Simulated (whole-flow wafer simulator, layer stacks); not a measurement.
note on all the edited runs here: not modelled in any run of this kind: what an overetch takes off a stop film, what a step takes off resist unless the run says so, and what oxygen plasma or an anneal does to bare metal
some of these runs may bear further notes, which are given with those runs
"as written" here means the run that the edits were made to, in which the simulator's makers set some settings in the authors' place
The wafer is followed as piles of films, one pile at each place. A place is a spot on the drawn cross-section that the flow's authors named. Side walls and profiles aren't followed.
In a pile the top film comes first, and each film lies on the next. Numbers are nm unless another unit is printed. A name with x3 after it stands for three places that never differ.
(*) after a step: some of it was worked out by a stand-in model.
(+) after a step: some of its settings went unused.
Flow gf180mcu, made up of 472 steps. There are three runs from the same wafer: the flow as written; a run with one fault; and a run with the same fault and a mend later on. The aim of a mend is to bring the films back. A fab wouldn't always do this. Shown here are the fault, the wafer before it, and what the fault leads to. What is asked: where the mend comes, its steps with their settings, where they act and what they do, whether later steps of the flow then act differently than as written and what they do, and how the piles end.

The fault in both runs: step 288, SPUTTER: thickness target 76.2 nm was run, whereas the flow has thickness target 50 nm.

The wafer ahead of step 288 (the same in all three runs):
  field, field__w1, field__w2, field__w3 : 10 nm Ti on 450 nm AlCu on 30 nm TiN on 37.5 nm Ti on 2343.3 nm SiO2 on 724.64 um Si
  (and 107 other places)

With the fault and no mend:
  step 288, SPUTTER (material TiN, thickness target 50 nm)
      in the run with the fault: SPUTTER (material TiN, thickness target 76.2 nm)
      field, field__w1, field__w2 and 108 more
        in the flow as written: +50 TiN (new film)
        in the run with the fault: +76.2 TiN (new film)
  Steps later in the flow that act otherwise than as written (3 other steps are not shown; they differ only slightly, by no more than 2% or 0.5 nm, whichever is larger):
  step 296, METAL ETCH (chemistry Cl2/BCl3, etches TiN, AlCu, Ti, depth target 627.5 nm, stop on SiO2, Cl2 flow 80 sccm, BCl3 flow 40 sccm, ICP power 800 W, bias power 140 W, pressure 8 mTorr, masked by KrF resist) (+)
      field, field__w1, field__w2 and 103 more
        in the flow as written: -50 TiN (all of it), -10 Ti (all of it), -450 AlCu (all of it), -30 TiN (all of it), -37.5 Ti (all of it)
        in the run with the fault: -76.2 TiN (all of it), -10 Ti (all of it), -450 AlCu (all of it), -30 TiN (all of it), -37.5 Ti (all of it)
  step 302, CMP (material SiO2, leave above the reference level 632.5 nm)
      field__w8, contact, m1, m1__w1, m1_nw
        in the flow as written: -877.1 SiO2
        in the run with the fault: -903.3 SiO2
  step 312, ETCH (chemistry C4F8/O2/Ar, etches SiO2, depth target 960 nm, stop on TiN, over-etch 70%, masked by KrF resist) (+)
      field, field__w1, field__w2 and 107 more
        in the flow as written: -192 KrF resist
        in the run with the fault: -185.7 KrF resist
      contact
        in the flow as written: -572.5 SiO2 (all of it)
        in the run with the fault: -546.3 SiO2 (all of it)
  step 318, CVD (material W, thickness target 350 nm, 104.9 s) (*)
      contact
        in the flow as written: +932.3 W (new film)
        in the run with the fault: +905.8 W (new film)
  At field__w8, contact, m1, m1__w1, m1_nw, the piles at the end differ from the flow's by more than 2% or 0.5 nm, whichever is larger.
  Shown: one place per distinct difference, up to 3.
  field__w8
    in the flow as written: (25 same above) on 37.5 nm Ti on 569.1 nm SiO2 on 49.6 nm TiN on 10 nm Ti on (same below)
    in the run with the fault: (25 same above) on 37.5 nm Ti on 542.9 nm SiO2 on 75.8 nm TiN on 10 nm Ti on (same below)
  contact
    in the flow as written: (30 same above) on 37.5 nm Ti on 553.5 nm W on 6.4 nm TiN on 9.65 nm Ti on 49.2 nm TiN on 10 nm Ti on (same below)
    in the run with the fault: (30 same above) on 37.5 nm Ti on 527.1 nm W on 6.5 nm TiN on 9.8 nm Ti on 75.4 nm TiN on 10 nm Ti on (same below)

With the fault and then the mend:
  The mend follows step 288.
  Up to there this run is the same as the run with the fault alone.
  step 288a, METAL ETCH (chemistry Cl2/BCl3, etches TiN, AlCu, Ti, depth target 26.2 nm, Cl2 flow 80 sccm, BCl3 flow 40 sccm, ICP power 800 W, bias power 140 W, pressure 8 mTorr) (the flow's step 260, run once more with other settings)
      field, field__w1, field__w2 and 108 more
        -26.2 TiN
  None of the later steps of the flow acts differently than as written at any place that is followed.
  By the end, the piles equal the flow's at every place that both follow.
